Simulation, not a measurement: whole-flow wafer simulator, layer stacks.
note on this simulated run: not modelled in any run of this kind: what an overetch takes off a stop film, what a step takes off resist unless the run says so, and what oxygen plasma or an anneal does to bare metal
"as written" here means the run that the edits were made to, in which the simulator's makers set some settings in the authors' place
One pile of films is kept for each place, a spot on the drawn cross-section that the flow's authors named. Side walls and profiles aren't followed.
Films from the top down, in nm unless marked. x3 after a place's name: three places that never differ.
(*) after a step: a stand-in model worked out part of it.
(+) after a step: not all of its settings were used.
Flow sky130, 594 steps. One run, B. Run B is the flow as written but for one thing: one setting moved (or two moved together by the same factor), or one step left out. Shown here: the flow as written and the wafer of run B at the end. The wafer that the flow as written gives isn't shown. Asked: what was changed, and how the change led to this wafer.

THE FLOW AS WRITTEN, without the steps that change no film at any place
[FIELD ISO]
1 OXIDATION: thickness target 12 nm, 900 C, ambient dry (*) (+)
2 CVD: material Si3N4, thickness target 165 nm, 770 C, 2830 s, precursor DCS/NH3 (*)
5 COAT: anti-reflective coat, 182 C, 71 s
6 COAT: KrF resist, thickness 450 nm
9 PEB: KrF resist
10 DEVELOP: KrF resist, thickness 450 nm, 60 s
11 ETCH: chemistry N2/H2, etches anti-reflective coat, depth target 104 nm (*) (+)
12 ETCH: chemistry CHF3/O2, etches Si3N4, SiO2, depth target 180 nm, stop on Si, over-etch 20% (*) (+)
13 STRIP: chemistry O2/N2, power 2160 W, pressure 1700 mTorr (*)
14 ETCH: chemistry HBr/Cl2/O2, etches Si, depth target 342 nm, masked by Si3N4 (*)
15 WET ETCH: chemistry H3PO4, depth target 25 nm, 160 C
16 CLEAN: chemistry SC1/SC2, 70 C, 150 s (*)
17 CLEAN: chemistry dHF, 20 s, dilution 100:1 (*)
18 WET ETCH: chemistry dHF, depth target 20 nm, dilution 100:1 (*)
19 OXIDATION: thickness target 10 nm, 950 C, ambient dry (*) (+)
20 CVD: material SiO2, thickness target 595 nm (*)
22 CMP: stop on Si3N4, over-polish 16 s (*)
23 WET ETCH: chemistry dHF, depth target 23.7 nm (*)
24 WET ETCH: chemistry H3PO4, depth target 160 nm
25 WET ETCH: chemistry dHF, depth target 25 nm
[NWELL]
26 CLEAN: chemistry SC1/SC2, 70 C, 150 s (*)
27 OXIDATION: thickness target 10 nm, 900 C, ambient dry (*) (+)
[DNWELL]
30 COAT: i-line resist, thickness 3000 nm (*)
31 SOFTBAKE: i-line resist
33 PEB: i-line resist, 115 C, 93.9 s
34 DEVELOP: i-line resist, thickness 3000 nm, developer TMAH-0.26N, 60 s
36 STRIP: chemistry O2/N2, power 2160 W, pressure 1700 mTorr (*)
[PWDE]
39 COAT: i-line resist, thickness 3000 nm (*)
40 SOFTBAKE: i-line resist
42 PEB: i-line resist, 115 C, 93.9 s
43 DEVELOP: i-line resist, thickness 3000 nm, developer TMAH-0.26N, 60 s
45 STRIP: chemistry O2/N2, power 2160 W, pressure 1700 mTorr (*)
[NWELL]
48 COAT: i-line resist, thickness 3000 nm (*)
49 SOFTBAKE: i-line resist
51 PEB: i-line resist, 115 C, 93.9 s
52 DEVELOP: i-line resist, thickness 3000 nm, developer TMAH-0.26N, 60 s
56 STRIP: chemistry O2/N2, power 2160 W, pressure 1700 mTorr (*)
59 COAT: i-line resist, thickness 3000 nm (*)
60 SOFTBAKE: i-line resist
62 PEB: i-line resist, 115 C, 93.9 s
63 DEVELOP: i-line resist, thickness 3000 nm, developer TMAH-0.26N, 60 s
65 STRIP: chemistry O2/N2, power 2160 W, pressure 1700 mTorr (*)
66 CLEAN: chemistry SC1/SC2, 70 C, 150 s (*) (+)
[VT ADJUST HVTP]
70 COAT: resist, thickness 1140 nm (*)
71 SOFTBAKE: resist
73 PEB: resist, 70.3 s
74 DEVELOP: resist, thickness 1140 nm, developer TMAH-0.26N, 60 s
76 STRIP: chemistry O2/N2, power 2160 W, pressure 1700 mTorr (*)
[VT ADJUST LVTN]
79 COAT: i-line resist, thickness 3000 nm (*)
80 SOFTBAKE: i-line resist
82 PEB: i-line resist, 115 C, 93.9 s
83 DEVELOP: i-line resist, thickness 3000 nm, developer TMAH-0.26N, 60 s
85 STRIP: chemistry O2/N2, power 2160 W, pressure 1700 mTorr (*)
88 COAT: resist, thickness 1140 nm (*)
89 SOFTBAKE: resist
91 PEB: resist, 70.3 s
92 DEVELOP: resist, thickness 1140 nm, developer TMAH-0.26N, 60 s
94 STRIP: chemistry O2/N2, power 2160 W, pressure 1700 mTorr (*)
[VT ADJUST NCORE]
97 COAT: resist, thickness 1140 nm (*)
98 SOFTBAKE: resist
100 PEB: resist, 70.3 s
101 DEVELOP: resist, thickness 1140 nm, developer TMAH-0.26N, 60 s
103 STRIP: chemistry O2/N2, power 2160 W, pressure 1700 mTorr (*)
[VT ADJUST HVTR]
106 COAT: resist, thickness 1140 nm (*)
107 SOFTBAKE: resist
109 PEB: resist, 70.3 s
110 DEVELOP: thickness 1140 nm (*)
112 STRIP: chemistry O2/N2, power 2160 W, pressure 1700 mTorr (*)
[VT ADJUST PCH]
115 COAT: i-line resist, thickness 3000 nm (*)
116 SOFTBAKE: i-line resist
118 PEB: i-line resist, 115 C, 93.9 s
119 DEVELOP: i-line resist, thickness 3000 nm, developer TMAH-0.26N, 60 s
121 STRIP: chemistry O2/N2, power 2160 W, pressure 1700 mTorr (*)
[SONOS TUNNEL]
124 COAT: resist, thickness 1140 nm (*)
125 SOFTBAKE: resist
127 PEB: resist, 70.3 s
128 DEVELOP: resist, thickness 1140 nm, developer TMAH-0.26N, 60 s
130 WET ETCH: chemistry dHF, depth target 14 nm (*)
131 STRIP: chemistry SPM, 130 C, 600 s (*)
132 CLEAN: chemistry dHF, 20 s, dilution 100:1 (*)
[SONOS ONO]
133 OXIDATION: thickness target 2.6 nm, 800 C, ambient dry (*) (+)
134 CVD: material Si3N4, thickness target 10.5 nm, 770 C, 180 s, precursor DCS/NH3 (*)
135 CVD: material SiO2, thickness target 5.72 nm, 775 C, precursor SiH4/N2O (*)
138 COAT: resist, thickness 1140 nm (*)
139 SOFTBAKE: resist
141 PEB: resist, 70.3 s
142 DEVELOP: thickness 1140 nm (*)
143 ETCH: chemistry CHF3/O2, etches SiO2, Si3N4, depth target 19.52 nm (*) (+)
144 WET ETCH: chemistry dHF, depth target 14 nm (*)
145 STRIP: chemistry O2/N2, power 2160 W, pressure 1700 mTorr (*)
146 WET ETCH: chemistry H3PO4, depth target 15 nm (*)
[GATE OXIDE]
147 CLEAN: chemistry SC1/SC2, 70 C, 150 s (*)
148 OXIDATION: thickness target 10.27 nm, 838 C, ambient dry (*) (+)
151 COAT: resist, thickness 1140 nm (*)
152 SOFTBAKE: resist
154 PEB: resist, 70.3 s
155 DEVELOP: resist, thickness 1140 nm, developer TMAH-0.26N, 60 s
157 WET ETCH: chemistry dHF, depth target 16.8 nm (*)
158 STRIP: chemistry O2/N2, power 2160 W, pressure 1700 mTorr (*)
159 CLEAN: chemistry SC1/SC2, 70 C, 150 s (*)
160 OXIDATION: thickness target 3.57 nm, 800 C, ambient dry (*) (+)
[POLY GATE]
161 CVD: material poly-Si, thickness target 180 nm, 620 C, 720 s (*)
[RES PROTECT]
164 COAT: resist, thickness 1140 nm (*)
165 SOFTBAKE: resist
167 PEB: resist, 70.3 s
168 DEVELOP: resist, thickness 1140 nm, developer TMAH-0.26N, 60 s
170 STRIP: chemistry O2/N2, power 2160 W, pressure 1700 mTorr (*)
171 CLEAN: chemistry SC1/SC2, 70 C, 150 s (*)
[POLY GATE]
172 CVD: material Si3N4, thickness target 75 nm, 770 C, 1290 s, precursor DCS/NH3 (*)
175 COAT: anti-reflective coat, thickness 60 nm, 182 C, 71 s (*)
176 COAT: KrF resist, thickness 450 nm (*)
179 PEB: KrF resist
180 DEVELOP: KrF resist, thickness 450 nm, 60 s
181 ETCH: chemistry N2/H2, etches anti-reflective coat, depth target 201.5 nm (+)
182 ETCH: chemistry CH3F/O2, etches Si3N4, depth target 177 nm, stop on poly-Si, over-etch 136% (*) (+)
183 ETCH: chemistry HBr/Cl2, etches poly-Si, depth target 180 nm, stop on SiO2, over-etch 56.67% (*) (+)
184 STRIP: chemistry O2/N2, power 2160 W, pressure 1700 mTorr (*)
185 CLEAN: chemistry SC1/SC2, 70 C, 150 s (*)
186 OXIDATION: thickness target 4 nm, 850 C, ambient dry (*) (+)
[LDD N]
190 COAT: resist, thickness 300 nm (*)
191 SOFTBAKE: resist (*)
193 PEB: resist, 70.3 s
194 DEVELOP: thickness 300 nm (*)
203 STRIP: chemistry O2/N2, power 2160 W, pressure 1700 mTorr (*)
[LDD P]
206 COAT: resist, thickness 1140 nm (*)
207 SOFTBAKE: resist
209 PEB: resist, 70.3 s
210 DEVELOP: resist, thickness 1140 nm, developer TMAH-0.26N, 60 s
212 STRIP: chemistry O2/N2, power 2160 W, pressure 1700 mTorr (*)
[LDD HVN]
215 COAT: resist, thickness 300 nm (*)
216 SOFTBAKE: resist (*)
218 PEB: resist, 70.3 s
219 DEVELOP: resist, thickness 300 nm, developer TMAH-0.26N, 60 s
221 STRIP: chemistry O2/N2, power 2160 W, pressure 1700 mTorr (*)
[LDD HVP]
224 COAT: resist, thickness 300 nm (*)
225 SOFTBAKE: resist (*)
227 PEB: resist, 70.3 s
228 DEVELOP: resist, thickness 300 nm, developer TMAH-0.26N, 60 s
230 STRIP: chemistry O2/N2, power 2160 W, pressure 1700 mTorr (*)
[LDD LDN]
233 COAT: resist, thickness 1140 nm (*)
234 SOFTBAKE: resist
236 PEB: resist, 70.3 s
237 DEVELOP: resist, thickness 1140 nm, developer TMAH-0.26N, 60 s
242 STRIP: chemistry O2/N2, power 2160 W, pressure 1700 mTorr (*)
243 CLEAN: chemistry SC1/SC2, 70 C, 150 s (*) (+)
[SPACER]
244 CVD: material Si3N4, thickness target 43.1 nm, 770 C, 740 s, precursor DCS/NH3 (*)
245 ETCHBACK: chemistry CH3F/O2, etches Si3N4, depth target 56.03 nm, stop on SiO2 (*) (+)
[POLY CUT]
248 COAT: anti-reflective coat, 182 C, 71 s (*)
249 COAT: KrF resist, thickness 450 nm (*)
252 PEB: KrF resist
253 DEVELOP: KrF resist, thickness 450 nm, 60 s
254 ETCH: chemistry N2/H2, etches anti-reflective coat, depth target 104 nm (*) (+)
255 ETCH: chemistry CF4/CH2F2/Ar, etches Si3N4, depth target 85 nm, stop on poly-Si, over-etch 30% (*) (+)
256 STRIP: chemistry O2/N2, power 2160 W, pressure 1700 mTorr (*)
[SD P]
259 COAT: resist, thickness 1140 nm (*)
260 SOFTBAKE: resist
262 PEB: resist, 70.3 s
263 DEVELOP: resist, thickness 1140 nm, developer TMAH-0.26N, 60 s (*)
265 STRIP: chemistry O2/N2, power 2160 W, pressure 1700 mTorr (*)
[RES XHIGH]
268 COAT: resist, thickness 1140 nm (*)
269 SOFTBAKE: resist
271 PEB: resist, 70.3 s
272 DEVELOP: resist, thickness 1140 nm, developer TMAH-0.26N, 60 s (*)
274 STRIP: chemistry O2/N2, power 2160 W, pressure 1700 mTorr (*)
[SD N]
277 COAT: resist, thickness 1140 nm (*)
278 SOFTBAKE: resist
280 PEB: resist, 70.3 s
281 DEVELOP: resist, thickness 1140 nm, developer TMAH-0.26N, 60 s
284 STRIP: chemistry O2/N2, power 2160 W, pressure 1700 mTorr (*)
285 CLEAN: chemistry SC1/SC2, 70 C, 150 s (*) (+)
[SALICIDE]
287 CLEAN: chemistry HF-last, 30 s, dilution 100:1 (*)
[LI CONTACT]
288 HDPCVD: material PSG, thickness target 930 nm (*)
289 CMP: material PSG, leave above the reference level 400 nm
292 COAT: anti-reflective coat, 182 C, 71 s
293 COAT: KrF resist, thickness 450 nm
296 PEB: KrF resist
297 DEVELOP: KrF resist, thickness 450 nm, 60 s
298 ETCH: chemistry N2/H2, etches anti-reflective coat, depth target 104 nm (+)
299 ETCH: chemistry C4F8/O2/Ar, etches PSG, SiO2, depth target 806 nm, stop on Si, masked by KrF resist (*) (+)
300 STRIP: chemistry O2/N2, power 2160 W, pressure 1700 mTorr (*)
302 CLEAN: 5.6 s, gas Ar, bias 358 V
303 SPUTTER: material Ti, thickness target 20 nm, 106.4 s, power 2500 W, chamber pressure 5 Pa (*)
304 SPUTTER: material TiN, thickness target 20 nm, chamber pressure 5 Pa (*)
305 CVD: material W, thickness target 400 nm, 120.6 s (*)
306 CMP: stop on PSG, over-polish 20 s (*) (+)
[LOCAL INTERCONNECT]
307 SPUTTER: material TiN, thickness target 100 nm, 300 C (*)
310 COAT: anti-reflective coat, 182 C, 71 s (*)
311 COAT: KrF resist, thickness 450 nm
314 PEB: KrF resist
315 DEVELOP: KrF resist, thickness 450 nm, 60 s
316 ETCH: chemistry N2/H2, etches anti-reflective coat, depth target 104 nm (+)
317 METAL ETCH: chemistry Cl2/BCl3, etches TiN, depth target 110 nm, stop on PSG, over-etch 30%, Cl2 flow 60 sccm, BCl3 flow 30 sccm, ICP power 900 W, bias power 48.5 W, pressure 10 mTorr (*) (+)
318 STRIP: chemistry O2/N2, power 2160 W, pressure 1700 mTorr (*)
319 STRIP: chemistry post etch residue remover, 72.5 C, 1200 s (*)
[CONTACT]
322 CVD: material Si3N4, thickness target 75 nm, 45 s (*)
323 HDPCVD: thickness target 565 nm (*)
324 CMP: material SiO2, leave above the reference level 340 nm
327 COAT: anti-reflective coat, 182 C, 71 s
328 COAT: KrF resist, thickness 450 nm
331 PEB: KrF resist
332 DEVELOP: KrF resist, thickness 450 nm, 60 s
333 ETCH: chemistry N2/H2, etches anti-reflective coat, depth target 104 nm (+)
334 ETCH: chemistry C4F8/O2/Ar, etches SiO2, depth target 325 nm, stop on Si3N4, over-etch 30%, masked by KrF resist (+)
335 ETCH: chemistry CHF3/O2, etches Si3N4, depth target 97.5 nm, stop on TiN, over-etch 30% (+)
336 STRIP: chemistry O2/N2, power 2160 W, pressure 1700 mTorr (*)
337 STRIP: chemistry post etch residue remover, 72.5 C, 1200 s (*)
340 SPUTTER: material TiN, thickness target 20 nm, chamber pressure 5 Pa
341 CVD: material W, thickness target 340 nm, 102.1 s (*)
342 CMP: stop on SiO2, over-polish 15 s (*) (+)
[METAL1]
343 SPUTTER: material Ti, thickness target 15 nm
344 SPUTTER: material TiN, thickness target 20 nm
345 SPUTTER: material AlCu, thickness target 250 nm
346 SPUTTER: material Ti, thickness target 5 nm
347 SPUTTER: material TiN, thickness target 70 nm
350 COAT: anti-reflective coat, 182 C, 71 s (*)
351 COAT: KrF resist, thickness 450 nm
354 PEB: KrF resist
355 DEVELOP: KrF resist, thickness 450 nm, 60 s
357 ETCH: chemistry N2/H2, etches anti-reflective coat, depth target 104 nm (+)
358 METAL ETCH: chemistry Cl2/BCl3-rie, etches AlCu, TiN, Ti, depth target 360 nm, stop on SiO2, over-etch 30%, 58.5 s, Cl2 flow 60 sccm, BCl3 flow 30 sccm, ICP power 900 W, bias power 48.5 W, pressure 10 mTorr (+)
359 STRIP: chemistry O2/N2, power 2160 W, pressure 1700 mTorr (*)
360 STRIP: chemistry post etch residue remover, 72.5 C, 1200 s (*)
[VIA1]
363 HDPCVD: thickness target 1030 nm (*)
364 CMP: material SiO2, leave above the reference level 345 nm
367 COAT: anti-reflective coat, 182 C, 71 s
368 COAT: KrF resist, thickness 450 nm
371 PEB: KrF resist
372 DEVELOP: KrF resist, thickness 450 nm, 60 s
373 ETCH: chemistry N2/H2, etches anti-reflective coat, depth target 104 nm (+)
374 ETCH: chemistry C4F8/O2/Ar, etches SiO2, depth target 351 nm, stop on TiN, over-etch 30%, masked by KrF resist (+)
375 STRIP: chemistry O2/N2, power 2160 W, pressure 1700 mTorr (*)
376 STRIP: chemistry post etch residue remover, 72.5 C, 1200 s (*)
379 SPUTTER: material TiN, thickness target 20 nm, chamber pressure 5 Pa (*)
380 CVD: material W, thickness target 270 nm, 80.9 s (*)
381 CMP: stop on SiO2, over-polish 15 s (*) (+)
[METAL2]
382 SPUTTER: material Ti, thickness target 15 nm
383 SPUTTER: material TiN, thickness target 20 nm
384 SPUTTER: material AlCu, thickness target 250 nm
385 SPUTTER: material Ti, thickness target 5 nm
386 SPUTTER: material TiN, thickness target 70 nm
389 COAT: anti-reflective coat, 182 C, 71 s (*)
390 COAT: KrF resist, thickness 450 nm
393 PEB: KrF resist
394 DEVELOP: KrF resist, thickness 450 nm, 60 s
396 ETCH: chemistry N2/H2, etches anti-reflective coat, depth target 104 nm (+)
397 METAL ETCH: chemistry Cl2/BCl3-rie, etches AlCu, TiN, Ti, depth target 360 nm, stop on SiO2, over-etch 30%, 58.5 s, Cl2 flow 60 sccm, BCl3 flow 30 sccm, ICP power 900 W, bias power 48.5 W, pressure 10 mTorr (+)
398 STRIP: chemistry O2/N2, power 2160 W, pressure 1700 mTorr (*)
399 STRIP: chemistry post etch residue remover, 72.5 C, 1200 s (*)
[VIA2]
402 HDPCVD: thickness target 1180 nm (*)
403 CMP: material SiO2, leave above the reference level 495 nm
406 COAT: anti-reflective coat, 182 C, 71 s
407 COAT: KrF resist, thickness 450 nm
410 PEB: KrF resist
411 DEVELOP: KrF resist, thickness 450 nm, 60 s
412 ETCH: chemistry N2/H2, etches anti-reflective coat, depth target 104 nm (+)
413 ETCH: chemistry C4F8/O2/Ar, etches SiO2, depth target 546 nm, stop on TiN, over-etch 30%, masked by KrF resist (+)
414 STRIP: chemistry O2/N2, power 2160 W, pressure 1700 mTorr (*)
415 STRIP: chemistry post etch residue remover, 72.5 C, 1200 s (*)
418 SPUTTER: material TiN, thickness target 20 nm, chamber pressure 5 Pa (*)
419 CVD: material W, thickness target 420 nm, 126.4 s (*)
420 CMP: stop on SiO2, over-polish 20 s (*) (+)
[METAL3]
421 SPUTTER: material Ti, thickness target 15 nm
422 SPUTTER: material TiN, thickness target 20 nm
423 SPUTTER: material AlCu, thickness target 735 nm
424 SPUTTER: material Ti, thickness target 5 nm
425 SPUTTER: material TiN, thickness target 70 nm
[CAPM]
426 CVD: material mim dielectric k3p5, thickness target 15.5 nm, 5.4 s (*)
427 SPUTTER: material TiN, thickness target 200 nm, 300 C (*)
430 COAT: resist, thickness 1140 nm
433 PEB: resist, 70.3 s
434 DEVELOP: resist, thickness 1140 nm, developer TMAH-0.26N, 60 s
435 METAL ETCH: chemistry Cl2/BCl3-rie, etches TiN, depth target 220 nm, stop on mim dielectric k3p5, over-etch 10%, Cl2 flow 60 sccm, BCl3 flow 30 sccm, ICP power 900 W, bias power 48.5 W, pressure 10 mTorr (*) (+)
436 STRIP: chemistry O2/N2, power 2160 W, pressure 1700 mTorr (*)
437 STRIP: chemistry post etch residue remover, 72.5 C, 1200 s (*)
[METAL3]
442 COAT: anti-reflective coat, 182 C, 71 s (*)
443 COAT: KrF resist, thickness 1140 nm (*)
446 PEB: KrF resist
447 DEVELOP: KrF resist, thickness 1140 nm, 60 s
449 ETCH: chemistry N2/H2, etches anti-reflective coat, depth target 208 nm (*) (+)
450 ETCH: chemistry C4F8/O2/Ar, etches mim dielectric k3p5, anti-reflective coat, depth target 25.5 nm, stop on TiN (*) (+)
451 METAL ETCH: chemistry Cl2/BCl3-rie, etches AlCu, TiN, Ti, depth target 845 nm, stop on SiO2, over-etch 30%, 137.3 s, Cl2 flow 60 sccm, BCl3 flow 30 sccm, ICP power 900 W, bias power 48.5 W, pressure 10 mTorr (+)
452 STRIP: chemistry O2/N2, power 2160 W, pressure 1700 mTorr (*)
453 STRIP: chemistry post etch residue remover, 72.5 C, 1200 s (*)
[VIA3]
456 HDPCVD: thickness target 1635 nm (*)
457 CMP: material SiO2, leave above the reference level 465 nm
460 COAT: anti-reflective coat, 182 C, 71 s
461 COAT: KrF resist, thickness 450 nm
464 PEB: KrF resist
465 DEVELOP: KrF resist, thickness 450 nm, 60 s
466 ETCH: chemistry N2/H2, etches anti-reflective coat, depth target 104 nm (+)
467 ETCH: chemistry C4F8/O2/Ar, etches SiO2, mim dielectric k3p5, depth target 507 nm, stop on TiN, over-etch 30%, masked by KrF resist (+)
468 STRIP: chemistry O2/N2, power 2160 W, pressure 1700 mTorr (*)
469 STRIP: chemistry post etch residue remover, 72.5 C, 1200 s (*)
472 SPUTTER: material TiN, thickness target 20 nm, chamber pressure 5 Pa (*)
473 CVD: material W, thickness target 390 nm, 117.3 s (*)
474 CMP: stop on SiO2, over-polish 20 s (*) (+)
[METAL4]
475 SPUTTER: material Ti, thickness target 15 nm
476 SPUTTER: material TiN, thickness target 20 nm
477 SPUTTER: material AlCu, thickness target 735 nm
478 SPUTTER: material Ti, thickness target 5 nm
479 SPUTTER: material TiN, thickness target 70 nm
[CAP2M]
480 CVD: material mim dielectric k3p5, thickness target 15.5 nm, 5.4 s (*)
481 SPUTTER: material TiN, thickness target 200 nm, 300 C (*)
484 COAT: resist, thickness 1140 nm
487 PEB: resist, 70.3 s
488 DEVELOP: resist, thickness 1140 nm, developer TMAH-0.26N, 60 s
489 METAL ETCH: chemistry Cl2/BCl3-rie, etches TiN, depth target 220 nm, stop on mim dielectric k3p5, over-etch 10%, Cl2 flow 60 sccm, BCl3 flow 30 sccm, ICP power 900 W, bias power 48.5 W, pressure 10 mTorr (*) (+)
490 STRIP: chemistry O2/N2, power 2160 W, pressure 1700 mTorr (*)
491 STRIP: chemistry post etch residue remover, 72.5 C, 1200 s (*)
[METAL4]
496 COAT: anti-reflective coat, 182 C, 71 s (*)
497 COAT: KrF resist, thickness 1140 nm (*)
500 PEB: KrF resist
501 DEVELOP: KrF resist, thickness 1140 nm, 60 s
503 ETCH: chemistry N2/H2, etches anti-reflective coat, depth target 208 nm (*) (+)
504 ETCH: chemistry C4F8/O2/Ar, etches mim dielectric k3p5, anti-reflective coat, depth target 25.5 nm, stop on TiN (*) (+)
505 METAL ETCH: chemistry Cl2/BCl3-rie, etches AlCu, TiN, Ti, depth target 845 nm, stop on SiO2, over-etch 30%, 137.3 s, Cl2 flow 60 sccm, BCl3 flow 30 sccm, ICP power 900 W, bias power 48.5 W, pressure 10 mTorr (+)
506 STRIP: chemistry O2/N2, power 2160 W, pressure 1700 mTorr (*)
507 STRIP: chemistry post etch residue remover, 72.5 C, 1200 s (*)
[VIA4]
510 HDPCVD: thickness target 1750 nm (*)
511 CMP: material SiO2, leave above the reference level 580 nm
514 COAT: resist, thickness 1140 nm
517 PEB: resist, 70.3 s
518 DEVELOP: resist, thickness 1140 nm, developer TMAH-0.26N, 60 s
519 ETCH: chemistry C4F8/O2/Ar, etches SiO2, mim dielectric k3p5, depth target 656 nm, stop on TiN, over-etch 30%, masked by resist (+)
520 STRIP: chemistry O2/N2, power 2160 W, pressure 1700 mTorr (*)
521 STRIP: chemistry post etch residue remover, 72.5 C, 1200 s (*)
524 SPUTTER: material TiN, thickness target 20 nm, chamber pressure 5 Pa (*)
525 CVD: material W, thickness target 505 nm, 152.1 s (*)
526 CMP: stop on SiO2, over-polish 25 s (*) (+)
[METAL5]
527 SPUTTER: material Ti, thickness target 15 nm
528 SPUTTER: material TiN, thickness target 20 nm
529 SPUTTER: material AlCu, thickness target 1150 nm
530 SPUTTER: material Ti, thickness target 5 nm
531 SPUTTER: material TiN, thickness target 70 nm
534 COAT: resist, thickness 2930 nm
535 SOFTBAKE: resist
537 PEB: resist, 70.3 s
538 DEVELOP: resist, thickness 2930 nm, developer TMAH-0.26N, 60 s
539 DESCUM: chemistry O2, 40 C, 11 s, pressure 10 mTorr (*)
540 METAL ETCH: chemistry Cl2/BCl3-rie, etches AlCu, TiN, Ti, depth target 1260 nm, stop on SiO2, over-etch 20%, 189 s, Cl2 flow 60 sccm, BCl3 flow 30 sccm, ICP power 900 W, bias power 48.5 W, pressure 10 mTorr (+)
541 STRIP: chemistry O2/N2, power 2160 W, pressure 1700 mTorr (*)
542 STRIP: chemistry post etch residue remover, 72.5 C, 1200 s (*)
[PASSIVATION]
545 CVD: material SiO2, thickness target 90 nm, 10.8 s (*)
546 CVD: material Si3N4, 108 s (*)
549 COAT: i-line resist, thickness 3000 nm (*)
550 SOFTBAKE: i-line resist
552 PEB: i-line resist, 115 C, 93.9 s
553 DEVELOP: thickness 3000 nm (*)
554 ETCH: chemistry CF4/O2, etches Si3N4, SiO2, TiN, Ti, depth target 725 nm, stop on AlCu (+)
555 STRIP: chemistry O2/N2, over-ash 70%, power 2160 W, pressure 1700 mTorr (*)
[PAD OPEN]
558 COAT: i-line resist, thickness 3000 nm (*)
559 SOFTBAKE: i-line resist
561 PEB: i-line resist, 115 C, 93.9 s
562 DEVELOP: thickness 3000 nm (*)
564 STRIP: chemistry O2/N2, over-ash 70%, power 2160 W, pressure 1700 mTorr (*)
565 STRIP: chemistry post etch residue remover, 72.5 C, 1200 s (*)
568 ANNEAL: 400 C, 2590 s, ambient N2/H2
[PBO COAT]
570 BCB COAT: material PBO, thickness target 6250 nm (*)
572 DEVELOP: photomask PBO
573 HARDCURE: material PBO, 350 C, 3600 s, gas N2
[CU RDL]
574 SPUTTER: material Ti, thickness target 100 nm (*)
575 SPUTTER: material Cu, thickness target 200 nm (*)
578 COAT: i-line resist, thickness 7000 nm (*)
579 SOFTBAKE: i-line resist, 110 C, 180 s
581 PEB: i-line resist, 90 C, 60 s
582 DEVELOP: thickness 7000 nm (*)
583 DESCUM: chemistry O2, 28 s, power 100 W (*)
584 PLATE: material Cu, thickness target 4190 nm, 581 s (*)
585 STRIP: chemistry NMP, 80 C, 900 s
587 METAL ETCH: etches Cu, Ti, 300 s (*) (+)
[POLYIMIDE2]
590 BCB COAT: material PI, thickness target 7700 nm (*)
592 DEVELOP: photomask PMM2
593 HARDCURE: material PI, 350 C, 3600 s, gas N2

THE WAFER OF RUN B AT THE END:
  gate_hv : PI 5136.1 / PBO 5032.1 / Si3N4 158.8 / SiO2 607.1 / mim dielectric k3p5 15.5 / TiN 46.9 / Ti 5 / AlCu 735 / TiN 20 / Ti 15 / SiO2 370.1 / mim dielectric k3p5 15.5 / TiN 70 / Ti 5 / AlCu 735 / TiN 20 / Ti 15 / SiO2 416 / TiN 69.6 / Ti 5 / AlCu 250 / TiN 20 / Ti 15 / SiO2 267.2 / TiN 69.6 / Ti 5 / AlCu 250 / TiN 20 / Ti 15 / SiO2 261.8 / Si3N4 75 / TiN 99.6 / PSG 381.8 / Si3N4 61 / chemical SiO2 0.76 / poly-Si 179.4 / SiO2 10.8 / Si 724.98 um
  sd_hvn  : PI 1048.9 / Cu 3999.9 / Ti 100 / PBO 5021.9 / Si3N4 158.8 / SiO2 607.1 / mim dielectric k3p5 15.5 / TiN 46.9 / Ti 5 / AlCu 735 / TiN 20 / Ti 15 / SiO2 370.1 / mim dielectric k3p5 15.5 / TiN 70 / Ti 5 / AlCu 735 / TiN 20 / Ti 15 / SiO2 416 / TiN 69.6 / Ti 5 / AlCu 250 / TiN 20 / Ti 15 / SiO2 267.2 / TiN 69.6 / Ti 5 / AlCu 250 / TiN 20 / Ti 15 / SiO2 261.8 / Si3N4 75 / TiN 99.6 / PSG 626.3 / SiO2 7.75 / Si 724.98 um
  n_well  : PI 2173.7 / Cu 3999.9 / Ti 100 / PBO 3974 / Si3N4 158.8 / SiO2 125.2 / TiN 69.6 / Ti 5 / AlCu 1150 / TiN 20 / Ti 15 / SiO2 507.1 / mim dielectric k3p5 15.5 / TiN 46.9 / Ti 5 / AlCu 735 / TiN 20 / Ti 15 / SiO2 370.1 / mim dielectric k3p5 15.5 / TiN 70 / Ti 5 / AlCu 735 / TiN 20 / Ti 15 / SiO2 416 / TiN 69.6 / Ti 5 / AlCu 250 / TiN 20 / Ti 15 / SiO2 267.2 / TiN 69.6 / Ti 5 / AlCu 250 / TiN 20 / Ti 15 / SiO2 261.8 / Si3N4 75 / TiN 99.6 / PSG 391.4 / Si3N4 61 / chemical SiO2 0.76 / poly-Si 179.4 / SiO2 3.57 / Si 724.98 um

The cause: step 479, SPUTTER: thickness target 46.9 nm was run, where the flow has thickness target 70 nm.
It can be read off the wafer: gate_hv has TiN 46.9, and step 479 as written asks for 70 nm.

How the change led to this, step by step:
  479 SPUTTER: material TiN, thickness target 70 nm
      field, active, n_well and 189 more: TiN +46.9 (new film) (as written it would be: TiN +70 (new film))
  505 METAL ETCH: chemistry Cl2/BCl3-rie, etches AlCu, TiN, Ti, depth target 845 nm, stop on SiO2, over-etch 30%, 137.3 s, Cl2 flow 60 sccm, BCl3 flow 30 sccm, ICP power 900 W, bias power 48.5 W, pressure 10 mTorr (+)
      field, gate, spacer and 68 more: TiN -46.9 (all of it), Ti -5 (all of it), AlCu -735 (all of it), TiN -20 (all of it), Ti -15 (all of it), SiO2 -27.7 (as written it would be: TiN -70 (all of it), Ti -5 (all of it), AlCu -735 (all of it), TiN -20 (all of it), Ti -15 (all of it), SiO2 -25.4)
      active, vpp_iso1, mim_edge_plate and 14 more: TiN -46.9 (all of it), Ti -5 (all of it), AlCu -735 (all of it), TiN -20 (all of it), Ti -15 (all of it), SiO2 -27.7 (as written it would be: TiN -70 (all of it), Ti -5 (all of it), AlCu -735 (all of it), TiN -20 (all of it), Ti -15 (all of it), SiO2 -25.3)
  519 ETCH: chemistry C4F8/O2/Ar, etches SiO2, mim dielectric k3p5, depth target 656 nm, stop on TiN, over-etch 30%, masked by resist (+)
      m1: SiO2 -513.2 (all of it), mim dielectric k3p5 -15.5 (all of it) (as written it would be: SiO2 -490.1 (all of it), mim dielectric k3p5 -15.5 (all of it))
      via4_hole: SiO2 -512.6 (all of it), mim dielectric k3p5 -15.5 (all of it) (as written it would be: SiO2 -489.5 (all of it), mim dielectric k3p5 -15.5 (all of it))
  525 CVD: material W, thickness target 505 nm, 152.1 s (*)
      m1: W +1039 (new film) (as written it would be: W +1015.8 (new film))
      via4_hole: W +1038.4 (new film) (as written it would be: W +1015.2 (new film))
